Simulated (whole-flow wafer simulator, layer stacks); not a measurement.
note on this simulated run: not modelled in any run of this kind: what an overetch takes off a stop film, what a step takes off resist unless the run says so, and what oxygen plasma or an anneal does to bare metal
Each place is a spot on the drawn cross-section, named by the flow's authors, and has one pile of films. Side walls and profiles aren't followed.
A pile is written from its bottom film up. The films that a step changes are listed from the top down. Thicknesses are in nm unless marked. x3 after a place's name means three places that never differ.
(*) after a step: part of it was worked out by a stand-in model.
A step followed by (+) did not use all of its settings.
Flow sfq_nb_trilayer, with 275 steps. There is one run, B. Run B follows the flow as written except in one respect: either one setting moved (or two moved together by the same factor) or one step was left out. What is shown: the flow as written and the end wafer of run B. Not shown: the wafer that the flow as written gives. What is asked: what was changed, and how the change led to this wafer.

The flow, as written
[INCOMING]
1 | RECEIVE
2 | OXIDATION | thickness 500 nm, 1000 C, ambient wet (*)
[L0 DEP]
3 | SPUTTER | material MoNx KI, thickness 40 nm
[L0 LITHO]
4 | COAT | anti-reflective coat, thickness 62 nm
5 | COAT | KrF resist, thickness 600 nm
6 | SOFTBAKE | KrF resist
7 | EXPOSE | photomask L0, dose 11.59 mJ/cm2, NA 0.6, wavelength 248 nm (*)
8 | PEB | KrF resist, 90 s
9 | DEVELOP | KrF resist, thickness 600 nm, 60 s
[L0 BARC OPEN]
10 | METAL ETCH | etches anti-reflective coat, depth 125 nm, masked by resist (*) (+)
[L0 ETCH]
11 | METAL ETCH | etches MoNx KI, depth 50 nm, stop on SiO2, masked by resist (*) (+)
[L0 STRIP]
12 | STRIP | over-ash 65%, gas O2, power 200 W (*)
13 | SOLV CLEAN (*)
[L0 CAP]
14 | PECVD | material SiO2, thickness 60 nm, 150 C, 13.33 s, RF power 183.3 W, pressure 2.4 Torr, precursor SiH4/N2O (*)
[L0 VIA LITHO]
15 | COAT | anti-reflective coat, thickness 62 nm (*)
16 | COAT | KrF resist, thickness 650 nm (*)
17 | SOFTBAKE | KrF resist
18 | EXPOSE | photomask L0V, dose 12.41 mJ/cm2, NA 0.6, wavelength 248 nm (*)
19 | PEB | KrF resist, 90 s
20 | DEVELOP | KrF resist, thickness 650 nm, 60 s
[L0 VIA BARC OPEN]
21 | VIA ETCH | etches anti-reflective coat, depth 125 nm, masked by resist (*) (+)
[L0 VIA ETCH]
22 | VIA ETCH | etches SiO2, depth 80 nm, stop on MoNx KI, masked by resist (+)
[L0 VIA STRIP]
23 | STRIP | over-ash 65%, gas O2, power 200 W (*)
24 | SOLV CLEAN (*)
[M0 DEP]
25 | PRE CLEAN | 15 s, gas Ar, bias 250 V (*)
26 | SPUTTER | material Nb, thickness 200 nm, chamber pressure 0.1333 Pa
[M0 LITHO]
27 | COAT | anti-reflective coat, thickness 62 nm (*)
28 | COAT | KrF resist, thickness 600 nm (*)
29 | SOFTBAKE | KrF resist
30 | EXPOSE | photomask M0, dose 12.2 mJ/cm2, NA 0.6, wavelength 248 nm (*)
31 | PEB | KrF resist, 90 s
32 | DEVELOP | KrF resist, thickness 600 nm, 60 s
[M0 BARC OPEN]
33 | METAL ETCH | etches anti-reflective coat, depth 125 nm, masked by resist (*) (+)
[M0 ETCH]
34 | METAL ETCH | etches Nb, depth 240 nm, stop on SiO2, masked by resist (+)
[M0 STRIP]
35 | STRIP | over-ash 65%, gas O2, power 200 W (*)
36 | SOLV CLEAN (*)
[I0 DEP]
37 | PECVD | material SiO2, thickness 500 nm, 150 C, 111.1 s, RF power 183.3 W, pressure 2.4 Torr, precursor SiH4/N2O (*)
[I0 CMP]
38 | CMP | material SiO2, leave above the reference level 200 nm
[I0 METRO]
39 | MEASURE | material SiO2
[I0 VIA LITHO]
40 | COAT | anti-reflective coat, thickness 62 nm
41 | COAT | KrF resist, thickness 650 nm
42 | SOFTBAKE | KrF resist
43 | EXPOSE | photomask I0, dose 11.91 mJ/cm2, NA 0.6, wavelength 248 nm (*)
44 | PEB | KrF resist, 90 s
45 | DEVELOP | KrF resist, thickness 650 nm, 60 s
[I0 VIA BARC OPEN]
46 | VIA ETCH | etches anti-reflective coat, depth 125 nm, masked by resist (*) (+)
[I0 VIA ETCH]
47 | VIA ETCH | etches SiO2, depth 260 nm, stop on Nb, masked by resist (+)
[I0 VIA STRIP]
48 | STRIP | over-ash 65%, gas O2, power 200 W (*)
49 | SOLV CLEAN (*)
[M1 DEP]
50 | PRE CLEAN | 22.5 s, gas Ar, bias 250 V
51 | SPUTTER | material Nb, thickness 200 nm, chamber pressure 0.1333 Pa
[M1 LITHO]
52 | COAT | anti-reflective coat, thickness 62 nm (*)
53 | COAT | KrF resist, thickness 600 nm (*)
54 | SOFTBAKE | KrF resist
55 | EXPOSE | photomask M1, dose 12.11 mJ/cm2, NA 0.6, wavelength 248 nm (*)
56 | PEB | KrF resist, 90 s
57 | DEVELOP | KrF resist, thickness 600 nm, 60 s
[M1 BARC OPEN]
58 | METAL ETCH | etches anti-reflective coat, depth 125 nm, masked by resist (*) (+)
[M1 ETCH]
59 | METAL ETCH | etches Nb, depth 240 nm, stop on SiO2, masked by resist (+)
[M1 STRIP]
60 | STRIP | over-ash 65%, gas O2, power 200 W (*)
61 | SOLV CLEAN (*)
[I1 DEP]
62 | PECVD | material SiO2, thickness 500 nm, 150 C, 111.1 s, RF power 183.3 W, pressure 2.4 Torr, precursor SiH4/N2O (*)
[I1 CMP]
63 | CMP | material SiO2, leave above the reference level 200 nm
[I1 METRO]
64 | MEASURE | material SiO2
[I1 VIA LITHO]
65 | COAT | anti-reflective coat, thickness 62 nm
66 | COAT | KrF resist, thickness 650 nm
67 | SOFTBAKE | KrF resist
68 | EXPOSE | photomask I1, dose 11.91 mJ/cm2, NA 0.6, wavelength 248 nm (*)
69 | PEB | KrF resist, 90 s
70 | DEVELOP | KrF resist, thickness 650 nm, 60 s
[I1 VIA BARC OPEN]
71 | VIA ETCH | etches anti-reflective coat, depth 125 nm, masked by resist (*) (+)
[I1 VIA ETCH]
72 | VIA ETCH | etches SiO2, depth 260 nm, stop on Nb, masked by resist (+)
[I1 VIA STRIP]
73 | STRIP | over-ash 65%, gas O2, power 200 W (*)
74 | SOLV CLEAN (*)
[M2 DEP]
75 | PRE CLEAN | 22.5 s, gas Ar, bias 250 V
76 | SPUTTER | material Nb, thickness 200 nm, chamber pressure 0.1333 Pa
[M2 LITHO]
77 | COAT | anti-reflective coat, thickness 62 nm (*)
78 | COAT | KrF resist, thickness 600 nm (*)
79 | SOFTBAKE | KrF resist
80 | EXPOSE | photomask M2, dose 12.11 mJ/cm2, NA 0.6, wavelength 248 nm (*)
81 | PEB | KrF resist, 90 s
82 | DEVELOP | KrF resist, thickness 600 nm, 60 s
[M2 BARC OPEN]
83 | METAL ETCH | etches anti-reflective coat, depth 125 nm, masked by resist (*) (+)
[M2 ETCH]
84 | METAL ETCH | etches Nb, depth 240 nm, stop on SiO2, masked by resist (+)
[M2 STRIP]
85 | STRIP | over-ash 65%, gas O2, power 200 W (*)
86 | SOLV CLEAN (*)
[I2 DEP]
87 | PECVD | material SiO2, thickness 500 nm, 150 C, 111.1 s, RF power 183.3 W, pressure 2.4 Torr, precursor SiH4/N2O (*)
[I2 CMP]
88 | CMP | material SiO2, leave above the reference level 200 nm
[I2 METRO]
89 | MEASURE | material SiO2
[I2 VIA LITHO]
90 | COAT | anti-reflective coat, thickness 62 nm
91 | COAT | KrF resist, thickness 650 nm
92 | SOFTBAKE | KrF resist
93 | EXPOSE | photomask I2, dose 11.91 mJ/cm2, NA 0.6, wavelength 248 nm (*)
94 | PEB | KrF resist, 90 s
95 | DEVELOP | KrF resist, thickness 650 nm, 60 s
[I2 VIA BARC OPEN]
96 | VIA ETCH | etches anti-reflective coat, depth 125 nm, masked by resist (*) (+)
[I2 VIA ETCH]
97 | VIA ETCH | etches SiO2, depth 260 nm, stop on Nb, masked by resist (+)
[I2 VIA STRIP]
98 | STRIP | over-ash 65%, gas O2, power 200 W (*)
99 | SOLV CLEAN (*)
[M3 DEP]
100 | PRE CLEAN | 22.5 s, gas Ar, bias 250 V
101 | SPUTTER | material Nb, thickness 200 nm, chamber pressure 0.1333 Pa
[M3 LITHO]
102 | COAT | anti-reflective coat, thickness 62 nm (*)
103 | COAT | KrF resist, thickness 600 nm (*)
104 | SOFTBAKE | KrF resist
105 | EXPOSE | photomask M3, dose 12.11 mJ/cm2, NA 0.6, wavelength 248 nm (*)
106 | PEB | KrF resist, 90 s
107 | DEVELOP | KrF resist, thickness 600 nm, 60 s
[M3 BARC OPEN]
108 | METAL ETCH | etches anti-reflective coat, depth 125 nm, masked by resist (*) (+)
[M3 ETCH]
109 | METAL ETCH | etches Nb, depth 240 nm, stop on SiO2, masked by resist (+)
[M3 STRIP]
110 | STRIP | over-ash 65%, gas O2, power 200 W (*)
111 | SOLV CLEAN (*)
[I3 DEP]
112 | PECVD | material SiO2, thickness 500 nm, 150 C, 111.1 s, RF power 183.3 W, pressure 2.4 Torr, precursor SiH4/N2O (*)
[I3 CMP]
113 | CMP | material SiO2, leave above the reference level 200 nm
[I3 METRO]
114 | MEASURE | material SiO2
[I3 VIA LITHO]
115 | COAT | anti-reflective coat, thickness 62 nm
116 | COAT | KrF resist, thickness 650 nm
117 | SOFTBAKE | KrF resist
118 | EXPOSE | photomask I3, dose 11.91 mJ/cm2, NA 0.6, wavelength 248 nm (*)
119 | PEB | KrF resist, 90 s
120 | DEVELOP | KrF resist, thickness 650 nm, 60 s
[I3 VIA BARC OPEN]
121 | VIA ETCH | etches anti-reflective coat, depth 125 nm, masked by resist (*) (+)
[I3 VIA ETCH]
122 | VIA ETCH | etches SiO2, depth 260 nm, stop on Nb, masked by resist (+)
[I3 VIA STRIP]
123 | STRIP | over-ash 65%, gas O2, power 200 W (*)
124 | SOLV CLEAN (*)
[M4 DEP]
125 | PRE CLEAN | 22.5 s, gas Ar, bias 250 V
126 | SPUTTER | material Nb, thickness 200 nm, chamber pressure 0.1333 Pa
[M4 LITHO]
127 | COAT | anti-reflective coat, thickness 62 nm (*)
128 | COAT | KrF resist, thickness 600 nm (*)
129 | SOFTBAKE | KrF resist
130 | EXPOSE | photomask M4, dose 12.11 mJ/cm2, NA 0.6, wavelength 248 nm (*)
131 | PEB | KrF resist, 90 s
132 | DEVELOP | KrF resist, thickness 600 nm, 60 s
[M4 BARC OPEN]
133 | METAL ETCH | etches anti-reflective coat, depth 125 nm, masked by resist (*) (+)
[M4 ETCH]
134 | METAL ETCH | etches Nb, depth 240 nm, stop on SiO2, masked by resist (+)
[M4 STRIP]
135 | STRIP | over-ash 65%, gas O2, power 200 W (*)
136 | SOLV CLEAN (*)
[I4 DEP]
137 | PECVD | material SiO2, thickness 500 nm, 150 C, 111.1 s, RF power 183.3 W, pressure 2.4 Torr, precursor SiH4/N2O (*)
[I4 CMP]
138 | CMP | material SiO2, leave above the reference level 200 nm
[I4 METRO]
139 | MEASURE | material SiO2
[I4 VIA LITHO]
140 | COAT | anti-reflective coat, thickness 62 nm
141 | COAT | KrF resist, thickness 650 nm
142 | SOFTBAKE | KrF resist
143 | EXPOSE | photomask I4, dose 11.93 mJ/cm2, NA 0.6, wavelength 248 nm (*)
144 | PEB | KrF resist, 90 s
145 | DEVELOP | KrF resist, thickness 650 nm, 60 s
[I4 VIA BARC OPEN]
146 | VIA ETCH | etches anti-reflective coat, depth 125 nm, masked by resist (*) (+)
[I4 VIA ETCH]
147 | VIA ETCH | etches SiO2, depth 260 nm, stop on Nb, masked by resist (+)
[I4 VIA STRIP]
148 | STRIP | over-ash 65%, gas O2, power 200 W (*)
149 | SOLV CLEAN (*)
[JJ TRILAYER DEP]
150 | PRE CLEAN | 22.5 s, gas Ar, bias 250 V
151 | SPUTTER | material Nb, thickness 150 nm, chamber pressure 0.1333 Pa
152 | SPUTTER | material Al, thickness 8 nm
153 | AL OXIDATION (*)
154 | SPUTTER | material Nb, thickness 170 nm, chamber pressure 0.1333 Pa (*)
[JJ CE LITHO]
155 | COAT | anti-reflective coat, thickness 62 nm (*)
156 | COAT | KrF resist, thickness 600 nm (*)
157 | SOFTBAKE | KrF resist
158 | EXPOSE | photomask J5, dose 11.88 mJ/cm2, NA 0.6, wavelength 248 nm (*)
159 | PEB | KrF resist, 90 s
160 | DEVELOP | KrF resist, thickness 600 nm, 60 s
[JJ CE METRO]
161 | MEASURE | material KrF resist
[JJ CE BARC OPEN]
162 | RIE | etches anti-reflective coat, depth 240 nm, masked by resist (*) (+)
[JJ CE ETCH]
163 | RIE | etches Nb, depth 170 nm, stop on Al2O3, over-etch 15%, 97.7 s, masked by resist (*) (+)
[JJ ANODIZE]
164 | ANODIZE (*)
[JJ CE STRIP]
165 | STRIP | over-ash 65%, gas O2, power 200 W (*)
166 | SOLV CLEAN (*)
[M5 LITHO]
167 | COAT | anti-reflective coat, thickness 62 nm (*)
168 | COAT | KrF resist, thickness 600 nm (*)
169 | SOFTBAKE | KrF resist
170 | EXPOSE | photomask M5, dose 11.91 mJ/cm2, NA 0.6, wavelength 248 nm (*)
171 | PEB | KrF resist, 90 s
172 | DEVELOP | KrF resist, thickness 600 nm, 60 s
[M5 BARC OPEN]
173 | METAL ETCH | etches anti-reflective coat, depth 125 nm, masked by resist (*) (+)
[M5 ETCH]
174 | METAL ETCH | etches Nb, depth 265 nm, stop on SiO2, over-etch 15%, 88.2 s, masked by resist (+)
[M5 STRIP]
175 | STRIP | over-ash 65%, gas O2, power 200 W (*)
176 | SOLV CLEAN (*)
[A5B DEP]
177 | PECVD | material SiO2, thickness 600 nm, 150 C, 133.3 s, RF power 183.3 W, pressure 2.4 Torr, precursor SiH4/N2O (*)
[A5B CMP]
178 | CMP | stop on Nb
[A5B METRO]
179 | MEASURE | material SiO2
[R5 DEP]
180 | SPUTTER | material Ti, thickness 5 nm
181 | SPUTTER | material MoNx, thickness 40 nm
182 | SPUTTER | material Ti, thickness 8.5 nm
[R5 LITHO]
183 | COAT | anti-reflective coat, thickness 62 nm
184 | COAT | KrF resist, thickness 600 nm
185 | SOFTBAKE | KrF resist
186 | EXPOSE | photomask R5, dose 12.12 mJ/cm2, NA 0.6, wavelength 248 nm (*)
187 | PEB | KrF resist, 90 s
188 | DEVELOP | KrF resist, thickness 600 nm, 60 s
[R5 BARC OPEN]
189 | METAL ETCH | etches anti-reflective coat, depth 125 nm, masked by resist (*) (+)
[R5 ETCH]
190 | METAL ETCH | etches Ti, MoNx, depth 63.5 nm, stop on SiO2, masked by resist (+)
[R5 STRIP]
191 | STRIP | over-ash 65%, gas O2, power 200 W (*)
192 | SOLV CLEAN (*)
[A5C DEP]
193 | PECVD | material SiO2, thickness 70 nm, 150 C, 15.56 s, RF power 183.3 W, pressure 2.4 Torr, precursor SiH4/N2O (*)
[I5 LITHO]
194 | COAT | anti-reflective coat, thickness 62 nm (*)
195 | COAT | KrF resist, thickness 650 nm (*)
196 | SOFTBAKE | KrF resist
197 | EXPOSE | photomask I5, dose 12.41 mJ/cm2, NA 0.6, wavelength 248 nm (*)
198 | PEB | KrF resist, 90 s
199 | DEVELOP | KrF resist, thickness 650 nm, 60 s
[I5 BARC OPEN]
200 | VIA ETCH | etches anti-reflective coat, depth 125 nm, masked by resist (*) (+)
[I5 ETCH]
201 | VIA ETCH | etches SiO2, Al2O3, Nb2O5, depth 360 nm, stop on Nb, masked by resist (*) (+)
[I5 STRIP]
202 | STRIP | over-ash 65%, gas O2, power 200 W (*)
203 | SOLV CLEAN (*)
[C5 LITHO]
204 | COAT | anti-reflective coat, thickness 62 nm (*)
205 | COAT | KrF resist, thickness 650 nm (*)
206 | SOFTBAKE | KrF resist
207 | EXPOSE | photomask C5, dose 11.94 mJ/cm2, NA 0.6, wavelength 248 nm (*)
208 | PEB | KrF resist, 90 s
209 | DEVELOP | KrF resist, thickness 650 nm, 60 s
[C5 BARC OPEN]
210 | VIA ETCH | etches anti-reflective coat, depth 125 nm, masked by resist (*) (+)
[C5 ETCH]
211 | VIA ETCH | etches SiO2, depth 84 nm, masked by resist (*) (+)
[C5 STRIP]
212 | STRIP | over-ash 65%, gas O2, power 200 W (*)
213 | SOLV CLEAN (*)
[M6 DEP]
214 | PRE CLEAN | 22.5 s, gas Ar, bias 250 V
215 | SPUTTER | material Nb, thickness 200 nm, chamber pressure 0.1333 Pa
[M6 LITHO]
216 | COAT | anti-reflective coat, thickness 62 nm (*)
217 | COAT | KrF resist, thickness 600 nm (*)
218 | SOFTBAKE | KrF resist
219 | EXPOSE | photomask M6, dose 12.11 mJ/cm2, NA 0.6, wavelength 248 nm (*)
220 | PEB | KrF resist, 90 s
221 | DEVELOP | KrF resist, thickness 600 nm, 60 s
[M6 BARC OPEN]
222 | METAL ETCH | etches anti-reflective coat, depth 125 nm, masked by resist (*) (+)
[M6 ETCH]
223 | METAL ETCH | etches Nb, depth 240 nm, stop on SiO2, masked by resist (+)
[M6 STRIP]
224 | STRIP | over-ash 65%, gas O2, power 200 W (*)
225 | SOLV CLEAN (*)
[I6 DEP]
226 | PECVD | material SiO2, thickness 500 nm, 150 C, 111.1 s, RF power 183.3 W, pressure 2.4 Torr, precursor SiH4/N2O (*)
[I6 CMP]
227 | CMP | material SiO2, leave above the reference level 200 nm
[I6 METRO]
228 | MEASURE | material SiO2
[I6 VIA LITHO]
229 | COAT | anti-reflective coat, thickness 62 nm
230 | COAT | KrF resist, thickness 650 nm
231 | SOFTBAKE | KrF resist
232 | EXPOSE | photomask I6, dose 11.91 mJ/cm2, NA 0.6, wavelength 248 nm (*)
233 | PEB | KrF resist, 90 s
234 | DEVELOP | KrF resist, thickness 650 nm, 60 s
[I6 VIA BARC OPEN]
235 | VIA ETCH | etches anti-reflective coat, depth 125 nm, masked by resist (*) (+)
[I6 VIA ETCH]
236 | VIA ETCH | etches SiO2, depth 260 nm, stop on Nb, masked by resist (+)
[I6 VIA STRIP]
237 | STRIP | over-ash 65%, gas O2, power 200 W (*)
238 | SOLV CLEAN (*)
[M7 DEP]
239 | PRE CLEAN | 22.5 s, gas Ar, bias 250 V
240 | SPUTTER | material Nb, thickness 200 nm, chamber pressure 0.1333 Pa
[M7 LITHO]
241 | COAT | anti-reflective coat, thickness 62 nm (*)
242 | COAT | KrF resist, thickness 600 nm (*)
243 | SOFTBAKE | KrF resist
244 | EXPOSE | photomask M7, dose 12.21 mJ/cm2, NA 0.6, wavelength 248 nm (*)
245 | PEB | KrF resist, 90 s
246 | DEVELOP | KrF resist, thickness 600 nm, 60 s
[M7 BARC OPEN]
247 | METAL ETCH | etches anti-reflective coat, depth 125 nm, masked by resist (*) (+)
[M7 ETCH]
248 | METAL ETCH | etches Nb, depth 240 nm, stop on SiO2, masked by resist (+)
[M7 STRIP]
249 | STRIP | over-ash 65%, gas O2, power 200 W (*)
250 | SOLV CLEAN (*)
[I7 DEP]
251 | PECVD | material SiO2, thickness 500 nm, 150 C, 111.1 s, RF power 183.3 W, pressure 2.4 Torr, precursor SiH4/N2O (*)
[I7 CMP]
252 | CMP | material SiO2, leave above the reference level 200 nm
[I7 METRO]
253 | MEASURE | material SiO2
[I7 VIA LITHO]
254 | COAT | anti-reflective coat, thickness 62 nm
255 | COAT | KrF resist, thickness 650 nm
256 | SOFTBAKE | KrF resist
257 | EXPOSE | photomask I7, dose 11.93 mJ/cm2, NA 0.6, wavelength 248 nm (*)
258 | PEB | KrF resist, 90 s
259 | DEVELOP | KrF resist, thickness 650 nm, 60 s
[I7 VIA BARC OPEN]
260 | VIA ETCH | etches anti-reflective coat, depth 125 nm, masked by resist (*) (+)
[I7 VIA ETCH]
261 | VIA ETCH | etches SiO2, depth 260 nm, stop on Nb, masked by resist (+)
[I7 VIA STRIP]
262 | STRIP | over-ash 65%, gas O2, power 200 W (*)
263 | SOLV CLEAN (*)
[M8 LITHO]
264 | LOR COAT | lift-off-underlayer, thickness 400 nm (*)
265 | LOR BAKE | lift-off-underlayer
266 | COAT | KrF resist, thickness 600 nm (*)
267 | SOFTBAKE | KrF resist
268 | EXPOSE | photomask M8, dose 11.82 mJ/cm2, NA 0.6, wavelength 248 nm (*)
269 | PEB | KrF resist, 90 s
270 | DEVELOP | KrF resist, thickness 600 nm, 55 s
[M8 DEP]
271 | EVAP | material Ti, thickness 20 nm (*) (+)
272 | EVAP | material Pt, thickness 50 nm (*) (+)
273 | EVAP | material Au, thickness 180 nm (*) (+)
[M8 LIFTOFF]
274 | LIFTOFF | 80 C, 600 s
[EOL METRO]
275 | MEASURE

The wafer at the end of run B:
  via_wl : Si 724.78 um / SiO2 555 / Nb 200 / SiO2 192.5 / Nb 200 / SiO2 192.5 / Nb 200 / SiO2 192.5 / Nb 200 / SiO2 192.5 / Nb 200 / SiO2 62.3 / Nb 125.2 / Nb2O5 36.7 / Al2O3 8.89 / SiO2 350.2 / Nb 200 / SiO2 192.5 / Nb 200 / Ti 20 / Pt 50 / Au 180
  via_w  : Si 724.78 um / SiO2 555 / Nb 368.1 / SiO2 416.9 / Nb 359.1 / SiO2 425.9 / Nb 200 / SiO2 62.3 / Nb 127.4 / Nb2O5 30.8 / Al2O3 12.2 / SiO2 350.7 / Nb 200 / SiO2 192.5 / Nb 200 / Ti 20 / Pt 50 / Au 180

The reason: step 147, VIA ETCH: depth 130 nm was run, whereas the flow has depth 260 nm.

Step by step, how the change led to this:
  147 | VIA ETCH | etches SiO2, depth 260 nm, stop on Nb, masked by resist (+)
      via_wl, via_w, via_wr: SiO2 loses 130 (in the flow as written it would be: SiO2 loses 199.8 (all of it))
      field_l, v_sur, via_sp and 100 more: KrF resist loses 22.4 (in the flow as written it would be: KrF resist loses 44.8)
  148 | STRIP | over-ash 65%, gas O2, power 200 W (*)
      field_l, v_sur, via_sp and 100 more: KrF resist loses 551 (all of it), anti-reflective coat loses 62 (all of it) (in the flow as written it would be: KrF resist loses 528.6 (all of it), anti-reflective coat loses 62 (all of it))
  150 | PRE CLEAN | 22.5 s, gas Ar, bias 250 V
      via_wl, via_w, via_wr: SiO2 loses 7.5 (in the flow as written it would be: Nb loses 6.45)
  151 | SPUTTER | material Nb, thickness 150 nm, chamber pressure 0.1333 Pa
      via_wl, via_w, via_wr: Nb gains 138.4 (new film) (in the flow as written it would be: Nb gains 130.4)
  152 | SPUTTER | material Al, thickness 8 nm
      via_wl, via_wr: Al gains 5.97 (new film) (in the flow as written it would be: Al gains 5.14 (new film))
      via_w: Al gains 7.77 (new film) (in the flow as written it would be: Al gains 7.12 (new film))
  154 | SPUTTER | material Nb, thickness 170 nm, chamber pressure 0.1333 Pa (*)
      via_wl, via_wr: Nb gains 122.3 (new film) (in the flow as written it would be: Nb gains 140.7 (new film))
      via_w: Nb gains 165.3 (new film) (in the flow as written it would be: Nb gains 141 (new film))
  155 | COAT | anti-reflective coat, thickness 62 nm (*)
      via_wl, via_wr: anti-reflective coat gains 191 (new film) (in the flow as written it would be: anti-reflective coat gains 209.4 (new film))
      v_sur: anti-reflective coat gains 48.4 (new film) (in the flow as written it would be: anti-reflective coat gains 45.1 (new film))
      (also at 2 further places)
  156 | COAT | KrF resist, thickness 600 nm (*)
      via_wl: KrF resist gains 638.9 (new film) (in the flow as written it would be: KrF resist gains 663 (new film))
      via_w: KrF resist gains 688.1 (new film) (in the flow as written it would be: KrF resist gains 763.8 (new film))
      (also at 1 further place)
  160 | DEVELOP | KrF resist, thickness 600 nm, 60 s
      via_wl: KrF resist loses 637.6 (all of it) (in the flow as written it would be: KrF resist loses 661.6 (all of it))
      via_w: KrF resist loses 686.7 (all of it) (in the flow as written it would be: KrF resist loses 762.1 (all of it))
      (also at 1 further place)
  162 | RIE | etches anti-reflective coat, depth 240 nm, masked by resist (*) (+)
      ce_l, c5j, ce_r, wl_jj: KrF resist loses 191 (in the flow as written it would be: KrF resist loses 209.4)
      via_wl, via_wr: anti-reflective coat loses 191 (all of it) (in the flow as written it would be: anti-reflective coat loses 209.4 (all of it))
      (also at 3 further places)
  163 | RIE | etches Nb, depth 170 nm, stop on Al2O3, over-etch 15%, 97.7 s, masked by resist (*) (+)
      via_w: Nb loses 165.3 (all of it), Al2O3 loses 0.6 (in the flow as written it would be: Nb loses 141 (all of it), Al2O3 loses 0.96 (all of it))
      via_wl, via_wr: Nb loses 122.3 (all of it), Al2O3 loses 0.96 (all of it) (in the flow as written it would be: Nb loses 140.7 (all of it), Al2O3 loses 0.96 (all of it))
  164 | ANODIZE (*)
      via_w: Al2O3 gains 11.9, Nb2O5 gains 30.8 (new film), Al loses 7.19 (all of it), Nb loses 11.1 (in the flow as written it would be: Al2O3 gains 10.8 (new film), Nb2O5 gains 33.3 (new film), Al loses 6.54 (all of it), Nb loses 12)
      via_wl, via_wr: Al2O3 gains 8.89 (new film), Nb2O5 gains 36.7 (new film), Al loses 5.39 (all of it), Nb loses 13.2 (in the flow as written it would be: Al2O3 gains 7.52 (new film), Nb2O5 gains 39.2 (new film), Al loses 4.56 (all of it), Nb loses 14.1)
  165 | STRIP | over-ash 65%, gas O2, power 200 W (*)
      c5j, ce_r: KrF resist loses 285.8 (all of it), anti-reflective coat loses 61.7 (all of it) (in the flow as written it would be: KrF resist loses 266.9 (all of it), anti-reflective coat loses 61.5 (all of it))
      ce_l: KrF resist loses 285.7 (all of it), anti-reflective coat loses 61.7 (all of it) (in the flow as written it would be: KrF resist loses 266.8 (all of it), anti-reflective coat loses 61.4 (all of it))
      (also at 1 further place)
  167 | COAT | anti-reflective coat, thickness 62 nm (*)
      via_wl: anti-reflective coat gains 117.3 (new film) (in the flow as written it would be: anti-reflective coat gains 170.5 (new film))
      via_w: anti-reflective coat gains 74.7 (new film) (in the flow as written it would be: anti-reflective coat gains 84.1 (new film))
      (also at 2 further places)
  168 | COAT | KrF resist, thickness 600 nm (*)
      via_w: KrF resist gains 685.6 (new film) (in the flow as written it would be: KrF resist gains 732.6 (new film))
  175 | STRIP | over-ash 65%, gas O2, power 200 W (*)
      v_sur: KrF resist loses 360.8 (all of it), anti-reflective coat loses 45 (all of it) (in the flow as written it would be: KrF resist loses 349.2 (all of it), anti-reflective coat loses 44.9 (all of it))
      via_wl: KrF resist loses 420.1 (all of it), anti-reflective coat loses 117.3 (all of it) (in the flow as written it would be: KrF resist loses 427 (all of it), anti-reflective coat loses 170.5 (all of it))
      (also at 3 further places)
  178 | CMP | stop on Nb
      via_wl, via_wr: SiO2 loses 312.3 (in the flow as written it would be: SiO2 loses 235.7)
      via_w: SiO2 loses 311.8 (in the flow as written it would be: SiO2 loses 235.2)
Taking metal films that touch as one body, via_wl has 8 bodies (between them, from the top down: SiO2 192.5; SiO2 350.2 / Al2O3 8.89 / Nb2O5 36.7; SiO2 62.3; SiO2 192.5; SiO2 192.5; SiO2 192.5; SiO2 192.5); the flow as written gives 7 bodies (between them, from the top down: SiO2 192.5; SiO2 426.8 / Al2O3 7.52 / Nb2O5 39.2; SiO2 192.5; SiO2 192.5; SiO2 192.5; SiO2 192.5).
Taking metal films that touch as one body, via_w has 6 bodies (between them, from the top down: SiO2 192.5; SiO2 350.7 / Al2O3 12.2 / Nb2O5 30.8; SiO2 62.3; SiO2 425.9; SiO2 416.9); the flow as written gives 5 bodies (between them, from the top down: SiO2 192.5; SiO2 427.3 / Al2O3 10.8 / Nb2O5 33.3; SiO2 425.9; SiO2 416.9).
